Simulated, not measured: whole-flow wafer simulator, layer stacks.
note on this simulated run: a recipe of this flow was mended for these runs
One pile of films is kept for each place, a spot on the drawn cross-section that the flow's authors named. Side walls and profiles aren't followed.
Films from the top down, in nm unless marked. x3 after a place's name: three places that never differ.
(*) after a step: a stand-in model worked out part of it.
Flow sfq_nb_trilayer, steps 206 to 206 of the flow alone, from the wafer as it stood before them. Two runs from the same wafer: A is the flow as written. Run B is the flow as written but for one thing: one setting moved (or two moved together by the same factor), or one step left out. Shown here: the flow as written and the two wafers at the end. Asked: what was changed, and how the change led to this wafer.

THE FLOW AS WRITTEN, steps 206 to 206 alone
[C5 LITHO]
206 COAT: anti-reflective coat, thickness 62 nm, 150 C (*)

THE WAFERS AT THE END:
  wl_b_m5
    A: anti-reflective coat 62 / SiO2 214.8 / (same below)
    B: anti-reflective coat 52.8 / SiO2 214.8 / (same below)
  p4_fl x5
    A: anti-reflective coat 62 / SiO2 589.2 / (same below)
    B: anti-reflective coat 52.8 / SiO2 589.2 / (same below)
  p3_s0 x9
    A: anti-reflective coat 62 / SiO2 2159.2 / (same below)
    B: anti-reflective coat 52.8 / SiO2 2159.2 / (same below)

The cause: step 206, COAT: thickness 52.8 nm was run, where the flow has thickness 62 nm.
It can be read off the wafer: wl_b_m5 has anti-reflective coat 52.8, and step 206 as written asks for 62 nm.

How the change led to this, step by step:
  206 COAT: anti-reflective coat, thickness 62 nm, 150 C (*)
      p4_fl x5, p4_w1 x9, p3_s0 x9 and 41 more: A anti-reflective coat +62 (new film) | B anti-reflective coat +52.8 (new film)
      r5r_line_l, r5r_line_c, r5r_line_r: A anti-reflective coat +35.5 (new film) | B anti-reflective coat +26.9 (new film)
      (and at 39 more places)
